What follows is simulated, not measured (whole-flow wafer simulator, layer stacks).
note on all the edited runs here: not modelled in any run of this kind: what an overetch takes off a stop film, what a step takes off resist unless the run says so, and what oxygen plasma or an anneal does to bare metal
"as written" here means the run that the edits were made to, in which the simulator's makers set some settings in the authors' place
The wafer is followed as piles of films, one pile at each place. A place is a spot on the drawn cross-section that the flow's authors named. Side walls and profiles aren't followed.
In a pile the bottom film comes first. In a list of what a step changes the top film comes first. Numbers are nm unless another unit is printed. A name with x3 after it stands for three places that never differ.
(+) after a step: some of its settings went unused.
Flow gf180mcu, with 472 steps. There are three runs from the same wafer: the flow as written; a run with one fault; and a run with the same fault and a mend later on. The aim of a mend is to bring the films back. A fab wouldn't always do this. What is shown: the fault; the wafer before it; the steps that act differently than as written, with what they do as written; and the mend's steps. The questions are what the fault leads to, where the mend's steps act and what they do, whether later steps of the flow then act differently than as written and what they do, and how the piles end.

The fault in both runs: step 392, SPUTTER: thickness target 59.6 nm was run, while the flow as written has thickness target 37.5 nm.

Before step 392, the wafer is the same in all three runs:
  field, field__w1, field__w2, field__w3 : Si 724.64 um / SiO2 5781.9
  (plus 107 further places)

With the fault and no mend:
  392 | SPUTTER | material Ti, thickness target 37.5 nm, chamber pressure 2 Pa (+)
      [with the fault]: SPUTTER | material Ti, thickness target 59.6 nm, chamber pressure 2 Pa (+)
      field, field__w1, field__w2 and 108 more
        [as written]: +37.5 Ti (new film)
        [with the fault]: +59.6 Ti (new film)
  Steps further on in the flow that do not act as written (not shown: 1 more step that differs only slightly, by at most 2% or 0.5 nm, whichever is larger):
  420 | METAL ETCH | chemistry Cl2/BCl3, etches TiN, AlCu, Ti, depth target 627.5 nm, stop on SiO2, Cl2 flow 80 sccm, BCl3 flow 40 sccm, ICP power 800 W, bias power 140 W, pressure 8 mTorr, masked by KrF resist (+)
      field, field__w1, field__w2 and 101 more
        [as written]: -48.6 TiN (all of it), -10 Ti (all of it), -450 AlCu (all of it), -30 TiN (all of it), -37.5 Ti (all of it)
        [with the fault]: -48.6 TiN (all of it), -10 Ti (all of it), -450 AlCu (all of it), -30 TiN (all of it), -59.6 Ti (all of it)
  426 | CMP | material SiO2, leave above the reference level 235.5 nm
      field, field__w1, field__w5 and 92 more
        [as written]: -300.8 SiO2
        [with the fault]: -278.7 SiO2
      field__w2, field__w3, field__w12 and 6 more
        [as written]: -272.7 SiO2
        [with the fault]: -249.6 SiO2
  At field__w4, field__w8, contact, m1, m1__w1, mim, mim_1p0, m1_nw, the piles at the end differ from the flow's by more than 2% or 0.5 nm, whichever is larger.
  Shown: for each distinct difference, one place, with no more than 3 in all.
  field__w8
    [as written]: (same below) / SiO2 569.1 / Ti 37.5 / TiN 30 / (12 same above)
    [with the fault]: (same below) / SiO2 569.1 / Ti 59.6 / TiN 30 / (12 same above)
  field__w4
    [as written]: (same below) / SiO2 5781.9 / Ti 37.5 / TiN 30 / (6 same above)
    [with the fault]: (same below) / SiO2 5781.9 / Ti 59.6 / TiN 30 / (6 same above)
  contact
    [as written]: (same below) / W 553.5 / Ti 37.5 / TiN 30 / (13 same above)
    [with the fault]: (same below) / W 553.5 / Ti 59.6 / TiN 30 / (13 same above)

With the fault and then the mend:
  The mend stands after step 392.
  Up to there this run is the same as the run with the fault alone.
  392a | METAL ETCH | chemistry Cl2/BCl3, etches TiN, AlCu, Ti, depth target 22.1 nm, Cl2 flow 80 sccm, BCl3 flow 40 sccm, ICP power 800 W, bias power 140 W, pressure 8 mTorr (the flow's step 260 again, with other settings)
      field, field__w1, field__w2 and 108 more
        -22.1 Ti
  None of the later steps of the flow acts differently than as written at any place that is followed.
  At every place that both follow, the piles at the end match the flow's.
